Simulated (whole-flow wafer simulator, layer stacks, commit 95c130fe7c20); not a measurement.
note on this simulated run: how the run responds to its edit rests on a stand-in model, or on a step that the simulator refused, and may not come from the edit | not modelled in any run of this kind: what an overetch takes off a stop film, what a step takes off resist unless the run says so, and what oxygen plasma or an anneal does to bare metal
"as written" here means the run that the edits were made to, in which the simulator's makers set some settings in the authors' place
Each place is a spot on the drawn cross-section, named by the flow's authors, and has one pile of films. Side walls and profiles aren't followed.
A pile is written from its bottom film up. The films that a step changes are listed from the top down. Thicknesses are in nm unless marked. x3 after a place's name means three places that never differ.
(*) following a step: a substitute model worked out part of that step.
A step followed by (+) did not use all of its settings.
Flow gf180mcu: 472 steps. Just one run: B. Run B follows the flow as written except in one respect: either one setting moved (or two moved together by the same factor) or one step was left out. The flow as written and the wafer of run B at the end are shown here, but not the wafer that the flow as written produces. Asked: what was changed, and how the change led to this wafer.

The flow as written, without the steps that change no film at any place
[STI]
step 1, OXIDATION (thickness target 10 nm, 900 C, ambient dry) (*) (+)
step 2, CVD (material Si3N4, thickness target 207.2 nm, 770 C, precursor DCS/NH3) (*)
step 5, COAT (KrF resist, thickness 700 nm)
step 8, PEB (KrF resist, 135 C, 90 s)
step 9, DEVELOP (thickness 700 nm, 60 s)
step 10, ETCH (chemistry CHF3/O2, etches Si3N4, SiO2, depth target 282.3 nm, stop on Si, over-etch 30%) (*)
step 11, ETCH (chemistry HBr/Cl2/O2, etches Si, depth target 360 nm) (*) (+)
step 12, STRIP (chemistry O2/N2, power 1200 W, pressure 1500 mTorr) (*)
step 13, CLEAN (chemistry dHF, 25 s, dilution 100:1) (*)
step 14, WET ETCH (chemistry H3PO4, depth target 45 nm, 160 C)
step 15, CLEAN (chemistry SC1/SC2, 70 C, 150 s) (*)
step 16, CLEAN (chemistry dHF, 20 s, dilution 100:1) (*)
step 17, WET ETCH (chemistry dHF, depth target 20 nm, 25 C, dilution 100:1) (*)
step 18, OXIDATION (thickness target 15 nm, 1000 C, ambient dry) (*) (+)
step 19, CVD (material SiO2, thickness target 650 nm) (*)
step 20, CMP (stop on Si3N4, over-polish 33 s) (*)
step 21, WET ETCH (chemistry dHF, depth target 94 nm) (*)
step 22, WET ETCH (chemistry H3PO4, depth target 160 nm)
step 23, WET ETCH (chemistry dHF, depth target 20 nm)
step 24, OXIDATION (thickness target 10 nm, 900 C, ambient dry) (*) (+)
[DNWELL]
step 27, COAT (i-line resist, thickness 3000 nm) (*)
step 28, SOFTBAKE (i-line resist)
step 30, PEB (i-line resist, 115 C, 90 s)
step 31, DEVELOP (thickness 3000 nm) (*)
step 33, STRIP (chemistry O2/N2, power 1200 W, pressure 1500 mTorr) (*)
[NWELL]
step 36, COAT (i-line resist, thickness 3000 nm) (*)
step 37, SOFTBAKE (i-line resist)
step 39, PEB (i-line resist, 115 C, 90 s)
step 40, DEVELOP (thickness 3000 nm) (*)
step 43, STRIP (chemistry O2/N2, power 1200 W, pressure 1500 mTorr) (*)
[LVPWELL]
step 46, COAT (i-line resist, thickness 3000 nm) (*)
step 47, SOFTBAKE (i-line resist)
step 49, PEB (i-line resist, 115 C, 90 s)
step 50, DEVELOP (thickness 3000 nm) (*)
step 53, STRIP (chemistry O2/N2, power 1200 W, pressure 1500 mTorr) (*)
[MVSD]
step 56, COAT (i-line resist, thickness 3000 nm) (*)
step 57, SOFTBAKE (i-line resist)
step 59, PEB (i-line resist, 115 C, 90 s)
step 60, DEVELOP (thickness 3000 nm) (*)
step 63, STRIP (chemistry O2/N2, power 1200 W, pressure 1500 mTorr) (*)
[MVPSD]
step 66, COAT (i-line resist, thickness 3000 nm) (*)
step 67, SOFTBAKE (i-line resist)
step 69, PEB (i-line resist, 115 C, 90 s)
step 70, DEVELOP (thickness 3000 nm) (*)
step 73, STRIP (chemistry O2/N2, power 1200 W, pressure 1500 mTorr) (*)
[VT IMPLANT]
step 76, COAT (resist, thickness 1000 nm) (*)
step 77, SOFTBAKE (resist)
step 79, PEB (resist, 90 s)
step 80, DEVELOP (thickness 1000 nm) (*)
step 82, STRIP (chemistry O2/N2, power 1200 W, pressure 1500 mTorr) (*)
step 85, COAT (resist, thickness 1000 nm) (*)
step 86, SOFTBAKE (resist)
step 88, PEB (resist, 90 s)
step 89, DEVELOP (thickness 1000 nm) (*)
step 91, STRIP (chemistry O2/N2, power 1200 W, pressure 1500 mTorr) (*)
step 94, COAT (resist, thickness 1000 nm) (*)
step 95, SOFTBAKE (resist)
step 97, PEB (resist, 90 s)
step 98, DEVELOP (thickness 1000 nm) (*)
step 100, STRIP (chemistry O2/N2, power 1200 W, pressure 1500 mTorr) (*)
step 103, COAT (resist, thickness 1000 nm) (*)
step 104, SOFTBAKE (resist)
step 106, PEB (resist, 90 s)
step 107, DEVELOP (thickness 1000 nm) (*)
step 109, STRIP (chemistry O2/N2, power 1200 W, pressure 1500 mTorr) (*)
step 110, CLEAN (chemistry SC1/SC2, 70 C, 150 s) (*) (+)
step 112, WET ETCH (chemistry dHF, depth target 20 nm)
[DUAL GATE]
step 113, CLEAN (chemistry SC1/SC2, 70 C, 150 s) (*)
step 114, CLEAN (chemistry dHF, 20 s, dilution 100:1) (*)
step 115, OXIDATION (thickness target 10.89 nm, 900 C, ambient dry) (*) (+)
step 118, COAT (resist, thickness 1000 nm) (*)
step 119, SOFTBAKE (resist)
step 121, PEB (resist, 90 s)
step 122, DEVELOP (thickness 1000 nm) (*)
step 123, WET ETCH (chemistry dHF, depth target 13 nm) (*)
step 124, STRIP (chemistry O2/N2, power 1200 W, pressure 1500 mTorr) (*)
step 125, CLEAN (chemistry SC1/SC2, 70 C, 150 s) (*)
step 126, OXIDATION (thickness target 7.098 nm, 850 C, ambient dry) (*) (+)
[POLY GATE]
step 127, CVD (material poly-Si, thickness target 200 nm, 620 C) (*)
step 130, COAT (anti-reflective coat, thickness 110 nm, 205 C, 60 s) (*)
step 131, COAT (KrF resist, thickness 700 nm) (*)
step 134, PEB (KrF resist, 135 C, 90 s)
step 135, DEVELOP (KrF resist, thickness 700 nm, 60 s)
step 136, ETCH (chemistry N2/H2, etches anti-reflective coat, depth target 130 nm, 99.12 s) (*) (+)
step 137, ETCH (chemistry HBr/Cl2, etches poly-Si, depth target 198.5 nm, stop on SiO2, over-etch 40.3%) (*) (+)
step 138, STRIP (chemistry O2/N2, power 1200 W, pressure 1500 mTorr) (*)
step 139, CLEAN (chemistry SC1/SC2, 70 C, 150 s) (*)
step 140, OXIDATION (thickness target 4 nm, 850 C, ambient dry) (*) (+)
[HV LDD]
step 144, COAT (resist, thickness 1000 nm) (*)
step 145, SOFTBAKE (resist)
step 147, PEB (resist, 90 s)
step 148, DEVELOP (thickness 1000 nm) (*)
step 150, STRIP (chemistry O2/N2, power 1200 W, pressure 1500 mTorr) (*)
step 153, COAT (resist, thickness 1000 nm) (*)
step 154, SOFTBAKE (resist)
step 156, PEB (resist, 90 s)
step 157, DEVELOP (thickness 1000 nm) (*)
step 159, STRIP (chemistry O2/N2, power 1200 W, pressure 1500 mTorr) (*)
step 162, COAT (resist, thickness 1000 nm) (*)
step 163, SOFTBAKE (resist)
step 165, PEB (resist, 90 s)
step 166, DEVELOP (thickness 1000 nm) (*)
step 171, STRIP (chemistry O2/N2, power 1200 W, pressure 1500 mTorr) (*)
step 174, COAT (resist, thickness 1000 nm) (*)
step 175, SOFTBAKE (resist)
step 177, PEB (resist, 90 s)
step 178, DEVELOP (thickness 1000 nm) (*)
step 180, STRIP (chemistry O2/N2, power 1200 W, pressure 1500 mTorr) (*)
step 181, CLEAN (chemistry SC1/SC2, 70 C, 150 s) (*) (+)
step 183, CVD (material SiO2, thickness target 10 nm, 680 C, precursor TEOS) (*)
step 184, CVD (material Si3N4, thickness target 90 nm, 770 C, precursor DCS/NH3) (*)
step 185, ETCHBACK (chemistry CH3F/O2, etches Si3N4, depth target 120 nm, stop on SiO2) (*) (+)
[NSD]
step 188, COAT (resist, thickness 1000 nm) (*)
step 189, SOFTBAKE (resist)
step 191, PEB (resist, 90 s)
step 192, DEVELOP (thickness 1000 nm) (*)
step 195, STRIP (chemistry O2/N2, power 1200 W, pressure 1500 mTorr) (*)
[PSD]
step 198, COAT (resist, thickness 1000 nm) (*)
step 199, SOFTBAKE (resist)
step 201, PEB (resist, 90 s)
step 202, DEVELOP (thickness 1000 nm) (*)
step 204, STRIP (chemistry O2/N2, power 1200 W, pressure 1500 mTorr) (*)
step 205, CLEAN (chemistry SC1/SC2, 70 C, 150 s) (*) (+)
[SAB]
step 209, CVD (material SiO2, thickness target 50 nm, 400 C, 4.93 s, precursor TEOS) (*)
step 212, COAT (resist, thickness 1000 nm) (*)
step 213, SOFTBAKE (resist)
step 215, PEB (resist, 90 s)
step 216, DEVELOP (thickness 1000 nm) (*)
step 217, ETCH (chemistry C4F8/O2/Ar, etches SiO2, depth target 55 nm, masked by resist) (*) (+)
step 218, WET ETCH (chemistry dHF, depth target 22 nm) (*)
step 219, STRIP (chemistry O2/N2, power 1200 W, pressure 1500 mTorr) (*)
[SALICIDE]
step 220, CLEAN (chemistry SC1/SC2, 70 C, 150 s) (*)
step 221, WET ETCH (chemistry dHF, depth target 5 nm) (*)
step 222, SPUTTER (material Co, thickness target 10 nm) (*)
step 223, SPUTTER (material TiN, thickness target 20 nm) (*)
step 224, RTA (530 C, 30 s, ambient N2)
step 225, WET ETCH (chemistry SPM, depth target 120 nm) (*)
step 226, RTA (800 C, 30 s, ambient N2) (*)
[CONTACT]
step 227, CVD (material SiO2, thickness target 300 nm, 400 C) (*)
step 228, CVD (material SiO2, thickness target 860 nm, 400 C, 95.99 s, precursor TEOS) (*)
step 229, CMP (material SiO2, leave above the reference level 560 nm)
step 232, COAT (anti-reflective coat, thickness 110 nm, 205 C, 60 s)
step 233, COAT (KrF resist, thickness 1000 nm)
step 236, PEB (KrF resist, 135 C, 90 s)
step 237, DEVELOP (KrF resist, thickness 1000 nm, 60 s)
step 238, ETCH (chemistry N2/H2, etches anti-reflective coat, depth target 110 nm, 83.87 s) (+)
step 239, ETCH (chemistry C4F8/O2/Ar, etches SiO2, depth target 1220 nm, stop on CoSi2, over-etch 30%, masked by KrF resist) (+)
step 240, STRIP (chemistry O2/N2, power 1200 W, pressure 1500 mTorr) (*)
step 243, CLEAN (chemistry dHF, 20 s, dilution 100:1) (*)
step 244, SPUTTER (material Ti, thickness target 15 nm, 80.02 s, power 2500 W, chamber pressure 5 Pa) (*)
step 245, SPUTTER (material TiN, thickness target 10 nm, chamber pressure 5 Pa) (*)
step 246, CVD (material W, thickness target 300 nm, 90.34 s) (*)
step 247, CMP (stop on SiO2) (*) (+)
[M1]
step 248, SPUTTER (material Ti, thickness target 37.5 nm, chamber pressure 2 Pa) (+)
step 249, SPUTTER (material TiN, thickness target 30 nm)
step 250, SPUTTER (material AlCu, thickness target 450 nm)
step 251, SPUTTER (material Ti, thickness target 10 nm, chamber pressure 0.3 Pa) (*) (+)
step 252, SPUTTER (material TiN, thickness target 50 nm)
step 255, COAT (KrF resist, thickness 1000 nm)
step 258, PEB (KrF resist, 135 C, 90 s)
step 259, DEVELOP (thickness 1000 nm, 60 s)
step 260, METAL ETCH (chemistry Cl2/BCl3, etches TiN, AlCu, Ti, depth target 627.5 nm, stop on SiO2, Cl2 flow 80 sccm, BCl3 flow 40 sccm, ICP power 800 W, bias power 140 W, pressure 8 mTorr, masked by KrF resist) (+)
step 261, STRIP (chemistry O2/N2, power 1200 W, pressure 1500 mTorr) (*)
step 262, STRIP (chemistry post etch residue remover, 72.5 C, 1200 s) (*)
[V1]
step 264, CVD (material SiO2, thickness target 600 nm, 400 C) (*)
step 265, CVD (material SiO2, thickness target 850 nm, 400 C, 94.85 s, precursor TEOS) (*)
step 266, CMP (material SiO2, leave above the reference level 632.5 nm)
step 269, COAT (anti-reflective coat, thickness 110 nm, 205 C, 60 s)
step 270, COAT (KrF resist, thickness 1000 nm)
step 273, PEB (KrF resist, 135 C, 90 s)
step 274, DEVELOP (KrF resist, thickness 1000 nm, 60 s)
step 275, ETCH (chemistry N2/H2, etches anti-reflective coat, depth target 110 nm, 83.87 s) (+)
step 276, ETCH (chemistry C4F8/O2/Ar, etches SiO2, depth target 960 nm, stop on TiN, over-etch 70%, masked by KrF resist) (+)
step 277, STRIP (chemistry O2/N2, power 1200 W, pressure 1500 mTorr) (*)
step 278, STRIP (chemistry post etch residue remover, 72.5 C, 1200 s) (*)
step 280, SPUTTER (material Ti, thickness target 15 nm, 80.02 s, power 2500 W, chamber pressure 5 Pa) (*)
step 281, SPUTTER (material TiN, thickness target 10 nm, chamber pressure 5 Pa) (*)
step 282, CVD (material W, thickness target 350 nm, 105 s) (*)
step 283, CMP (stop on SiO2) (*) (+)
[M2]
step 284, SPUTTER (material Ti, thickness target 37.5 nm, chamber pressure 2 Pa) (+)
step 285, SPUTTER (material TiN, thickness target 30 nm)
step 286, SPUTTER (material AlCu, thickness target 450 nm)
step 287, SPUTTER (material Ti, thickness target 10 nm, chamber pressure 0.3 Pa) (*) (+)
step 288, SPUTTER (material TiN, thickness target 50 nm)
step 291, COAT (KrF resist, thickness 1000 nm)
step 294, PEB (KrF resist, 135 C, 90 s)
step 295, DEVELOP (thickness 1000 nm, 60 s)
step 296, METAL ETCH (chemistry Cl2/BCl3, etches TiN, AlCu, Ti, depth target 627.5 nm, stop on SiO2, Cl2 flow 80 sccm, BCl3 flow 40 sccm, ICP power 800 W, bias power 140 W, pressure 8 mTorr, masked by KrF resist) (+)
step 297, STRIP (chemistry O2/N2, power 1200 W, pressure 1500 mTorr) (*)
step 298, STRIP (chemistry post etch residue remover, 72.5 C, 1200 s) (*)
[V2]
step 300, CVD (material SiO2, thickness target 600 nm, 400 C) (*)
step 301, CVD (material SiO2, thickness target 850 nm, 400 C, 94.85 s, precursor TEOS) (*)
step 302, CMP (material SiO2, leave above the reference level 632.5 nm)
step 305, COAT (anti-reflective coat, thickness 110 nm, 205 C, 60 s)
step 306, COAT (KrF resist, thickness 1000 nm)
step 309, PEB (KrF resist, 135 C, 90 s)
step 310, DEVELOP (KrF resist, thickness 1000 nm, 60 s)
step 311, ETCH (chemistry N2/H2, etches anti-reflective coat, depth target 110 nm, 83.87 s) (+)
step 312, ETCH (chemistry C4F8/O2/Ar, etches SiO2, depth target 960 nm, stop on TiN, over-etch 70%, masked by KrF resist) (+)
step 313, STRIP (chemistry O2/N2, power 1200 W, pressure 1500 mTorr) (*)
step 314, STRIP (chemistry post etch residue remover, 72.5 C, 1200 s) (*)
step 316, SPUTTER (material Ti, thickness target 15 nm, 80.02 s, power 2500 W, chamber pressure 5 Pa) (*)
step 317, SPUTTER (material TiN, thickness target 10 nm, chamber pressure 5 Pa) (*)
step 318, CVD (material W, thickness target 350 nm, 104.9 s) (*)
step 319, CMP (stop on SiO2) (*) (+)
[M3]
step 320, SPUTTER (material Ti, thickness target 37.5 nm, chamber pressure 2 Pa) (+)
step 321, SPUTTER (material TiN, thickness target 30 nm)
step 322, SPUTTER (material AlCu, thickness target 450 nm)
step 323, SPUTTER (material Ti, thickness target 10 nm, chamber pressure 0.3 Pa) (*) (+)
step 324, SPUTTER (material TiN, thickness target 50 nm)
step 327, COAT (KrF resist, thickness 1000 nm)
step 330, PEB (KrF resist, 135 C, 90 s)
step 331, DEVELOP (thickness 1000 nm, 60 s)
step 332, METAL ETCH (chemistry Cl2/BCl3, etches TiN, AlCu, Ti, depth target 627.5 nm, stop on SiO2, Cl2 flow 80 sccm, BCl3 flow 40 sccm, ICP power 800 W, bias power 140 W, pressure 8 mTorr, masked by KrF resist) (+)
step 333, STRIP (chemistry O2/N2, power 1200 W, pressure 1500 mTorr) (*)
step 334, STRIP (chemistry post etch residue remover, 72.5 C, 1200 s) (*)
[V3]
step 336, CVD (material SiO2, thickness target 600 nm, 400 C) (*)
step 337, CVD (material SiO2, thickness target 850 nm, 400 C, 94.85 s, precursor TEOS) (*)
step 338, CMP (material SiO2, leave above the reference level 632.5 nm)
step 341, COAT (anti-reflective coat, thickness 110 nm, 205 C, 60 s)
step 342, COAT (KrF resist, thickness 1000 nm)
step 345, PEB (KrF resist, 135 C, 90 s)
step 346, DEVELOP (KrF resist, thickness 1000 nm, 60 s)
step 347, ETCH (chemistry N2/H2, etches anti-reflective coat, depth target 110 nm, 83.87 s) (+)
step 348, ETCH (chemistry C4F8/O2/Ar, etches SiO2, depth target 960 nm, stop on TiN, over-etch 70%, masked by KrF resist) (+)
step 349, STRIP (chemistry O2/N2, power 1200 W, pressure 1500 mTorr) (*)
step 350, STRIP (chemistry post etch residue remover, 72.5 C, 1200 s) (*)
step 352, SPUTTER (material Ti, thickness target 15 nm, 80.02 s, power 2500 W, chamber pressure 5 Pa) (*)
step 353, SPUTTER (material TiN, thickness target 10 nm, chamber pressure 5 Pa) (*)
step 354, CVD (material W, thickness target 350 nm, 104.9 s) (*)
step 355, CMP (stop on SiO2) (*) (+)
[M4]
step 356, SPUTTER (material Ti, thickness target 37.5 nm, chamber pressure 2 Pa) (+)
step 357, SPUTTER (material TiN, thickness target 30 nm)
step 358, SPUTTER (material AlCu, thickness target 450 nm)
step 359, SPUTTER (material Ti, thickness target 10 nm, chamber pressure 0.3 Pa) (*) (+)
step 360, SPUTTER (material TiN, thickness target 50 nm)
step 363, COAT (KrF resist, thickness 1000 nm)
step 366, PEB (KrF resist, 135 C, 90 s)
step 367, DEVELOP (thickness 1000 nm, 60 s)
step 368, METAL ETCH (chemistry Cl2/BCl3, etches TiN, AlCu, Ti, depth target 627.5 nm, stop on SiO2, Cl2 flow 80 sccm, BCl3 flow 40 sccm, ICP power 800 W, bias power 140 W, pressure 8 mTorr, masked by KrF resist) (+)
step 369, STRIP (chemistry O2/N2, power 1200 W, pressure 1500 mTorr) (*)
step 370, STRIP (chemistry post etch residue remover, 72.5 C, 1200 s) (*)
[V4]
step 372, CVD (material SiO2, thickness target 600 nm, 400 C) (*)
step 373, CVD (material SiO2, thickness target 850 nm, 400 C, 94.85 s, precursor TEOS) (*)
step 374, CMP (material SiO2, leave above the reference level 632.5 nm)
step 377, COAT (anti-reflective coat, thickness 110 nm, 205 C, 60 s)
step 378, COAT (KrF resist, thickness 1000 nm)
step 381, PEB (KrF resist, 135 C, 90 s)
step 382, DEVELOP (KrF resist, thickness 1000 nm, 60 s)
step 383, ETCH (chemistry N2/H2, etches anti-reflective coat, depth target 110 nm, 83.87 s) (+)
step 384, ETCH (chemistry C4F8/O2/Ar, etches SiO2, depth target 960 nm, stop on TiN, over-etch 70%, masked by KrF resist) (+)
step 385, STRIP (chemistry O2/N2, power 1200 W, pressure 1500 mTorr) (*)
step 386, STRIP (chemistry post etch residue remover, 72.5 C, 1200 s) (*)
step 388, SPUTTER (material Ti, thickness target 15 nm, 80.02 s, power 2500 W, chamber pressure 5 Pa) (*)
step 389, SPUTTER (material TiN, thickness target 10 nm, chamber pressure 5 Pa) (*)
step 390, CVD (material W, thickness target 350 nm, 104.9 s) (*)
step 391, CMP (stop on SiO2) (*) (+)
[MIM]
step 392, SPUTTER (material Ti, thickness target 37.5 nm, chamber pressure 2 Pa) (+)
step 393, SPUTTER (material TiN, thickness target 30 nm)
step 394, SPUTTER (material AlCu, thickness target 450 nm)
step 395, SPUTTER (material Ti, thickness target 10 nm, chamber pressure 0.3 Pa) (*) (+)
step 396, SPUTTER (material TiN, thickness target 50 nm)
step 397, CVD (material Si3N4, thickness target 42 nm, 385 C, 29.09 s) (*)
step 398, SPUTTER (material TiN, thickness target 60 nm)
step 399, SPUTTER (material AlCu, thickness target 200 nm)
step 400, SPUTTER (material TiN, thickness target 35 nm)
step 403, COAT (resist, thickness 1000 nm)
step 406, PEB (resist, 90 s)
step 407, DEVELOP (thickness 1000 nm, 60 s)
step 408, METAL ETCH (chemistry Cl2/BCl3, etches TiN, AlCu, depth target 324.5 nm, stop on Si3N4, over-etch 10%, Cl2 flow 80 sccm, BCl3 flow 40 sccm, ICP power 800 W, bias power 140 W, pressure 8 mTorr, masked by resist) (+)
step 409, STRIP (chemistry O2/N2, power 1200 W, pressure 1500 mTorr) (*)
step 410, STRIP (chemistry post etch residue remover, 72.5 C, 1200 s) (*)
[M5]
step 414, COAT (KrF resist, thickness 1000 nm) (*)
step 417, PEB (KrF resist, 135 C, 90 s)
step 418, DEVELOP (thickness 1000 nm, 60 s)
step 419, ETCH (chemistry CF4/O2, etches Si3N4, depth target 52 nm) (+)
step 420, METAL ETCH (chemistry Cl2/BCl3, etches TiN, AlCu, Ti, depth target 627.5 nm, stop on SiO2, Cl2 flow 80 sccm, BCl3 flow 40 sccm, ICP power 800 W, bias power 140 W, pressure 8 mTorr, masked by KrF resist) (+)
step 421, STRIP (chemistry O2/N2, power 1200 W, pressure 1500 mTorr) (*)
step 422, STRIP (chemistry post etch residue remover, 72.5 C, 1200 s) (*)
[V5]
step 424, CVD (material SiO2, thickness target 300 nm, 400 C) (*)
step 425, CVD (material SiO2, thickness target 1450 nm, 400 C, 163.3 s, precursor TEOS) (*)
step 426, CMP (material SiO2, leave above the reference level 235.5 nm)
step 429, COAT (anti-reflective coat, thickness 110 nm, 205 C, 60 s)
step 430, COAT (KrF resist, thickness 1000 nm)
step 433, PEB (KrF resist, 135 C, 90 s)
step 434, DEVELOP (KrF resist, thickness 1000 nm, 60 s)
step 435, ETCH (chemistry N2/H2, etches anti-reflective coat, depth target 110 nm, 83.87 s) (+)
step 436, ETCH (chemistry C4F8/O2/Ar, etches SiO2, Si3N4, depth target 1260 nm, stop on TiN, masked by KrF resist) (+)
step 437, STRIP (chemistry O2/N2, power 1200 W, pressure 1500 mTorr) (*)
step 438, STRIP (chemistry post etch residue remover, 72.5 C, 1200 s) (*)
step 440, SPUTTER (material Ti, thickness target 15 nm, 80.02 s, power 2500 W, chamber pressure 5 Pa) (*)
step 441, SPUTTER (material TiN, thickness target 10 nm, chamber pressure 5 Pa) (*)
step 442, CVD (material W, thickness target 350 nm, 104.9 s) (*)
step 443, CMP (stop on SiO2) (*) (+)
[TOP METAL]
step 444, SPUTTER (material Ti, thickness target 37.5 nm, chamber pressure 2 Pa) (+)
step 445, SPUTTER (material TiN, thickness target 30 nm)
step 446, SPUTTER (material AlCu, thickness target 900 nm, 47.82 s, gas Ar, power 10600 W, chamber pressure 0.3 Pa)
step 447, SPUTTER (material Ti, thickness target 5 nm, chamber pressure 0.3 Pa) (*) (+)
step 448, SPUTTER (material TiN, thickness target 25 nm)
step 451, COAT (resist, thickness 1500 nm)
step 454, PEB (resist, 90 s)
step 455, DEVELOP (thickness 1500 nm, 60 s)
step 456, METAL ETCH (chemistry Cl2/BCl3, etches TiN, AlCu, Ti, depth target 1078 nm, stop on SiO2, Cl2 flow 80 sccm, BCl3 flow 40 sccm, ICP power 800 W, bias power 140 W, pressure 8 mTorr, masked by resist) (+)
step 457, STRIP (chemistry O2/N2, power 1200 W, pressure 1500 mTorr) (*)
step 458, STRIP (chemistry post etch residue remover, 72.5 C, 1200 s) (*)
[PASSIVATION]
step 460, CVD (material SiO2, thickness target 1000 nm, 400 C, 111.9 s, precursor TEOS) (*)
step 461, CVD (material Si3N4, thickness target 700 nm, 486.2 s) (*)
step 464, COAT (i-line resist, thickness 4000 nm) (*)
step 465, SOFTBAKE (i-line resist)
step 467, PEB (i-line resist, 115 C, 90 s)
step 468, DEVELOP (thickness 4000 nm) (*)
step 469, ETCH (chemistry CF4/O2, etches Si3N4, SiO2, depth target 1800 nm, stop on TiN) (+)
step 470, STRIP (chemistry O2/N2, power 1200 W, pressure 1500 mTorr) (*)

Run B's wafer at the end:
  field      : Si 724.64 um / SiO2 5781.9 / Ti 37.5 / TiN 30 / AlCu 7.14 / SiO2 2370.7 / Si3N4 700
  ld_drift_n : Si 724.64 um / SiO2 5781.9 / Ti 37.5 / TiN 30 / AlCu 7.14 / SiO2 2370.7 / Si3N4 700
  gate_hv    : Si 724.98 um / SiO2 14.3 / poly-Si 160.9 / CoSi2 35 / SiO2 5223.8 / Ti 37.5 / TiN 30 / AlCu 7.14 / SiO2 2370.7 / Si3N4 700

Cause: step 420, METAL ETCH: depth target 495.7 nm was run, while the flow as written has depth target 627.5 nm.

How this came from the change, step by step:
  step 420, METAL ETCH (chemistry Cl2/BCl3, etches TiN, AlCu, Ti, depth target 627.5 nm, stop on SiO2, Cl2 flow 80 sccm, BCl3 flow 40 sccm, ICP power 800 W, bias power 140 W, pressure 8 mTorr, masked by KrF resist) (+)
      field, field__w1, field__w2 and 101 more: TiN loses 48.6 (all of it), Ti loses 10 (all of it), AlCu loses 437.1 (as written it would have been: TiN loses 48.6 (all of it), Ti loses 10 (all of it), AlCu loses 450 (all of it), TiN loses 30 (all of it), Ti loses 37.5 (all of it))
      field__w4, field__w8, contact, m1, m1__w1, mim, mim_1p0, m1_nw: KrF resist loses 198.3 (as written it would have been: KrF resist loses 251)
  step 421, STRIP (chemistry O2/N2, power 1200 W, pressure 1500 mTorr) (*)
      field__w8, m1__w1: KrF resist loses 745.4 (all of it) (as written it would have been: KrF resist loses 692.7 (all of it))
      contact, m1: KrF resist loses 745.9 (all of it) (as written it would have been: KrF resist loses 693.2 (all of it))
      (and at 4 other places as well)
  step 422, STRIP (chemistry post etch residue remover, 72.5 C, 1200 s) (*)
      field, field__w1, field__w2 and 101 more: AlCu loses 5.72 (as written it would have been: nothing)
  step 424, CVD (material SiO2, thickness target 300 nm, 400 C) (*)
      field, field__w1, field__w2 and 101 more: SiO2 gains 300 (new film) (as written it would have been: SiO2 gains 300)
  step 426, CMP (material SiO2, leave above the reference level 235.5 nm)
      field, field__w1, field__w5 and 92 more: SiO2 loses 375.5 (as written it would have been: SiO2 loses 300.8)
      field__w2, field__w3, field__w12 and 6 more: SiO2 loses 350.7 (as written it would have been: SiO2 loses 272.7)
With metal films that touch counted as one body, field has 1 body; the flow as written gives 0 bodies.
With metal films that touch counted as one body, ld_drift_n has 1 body; the flow as written gives 0 bodies.
With metal films that touch counted as one body, gate_hv has 2 bodies (between them, from the top down: SiO2 5223.8); the flow as written gives 1 body.
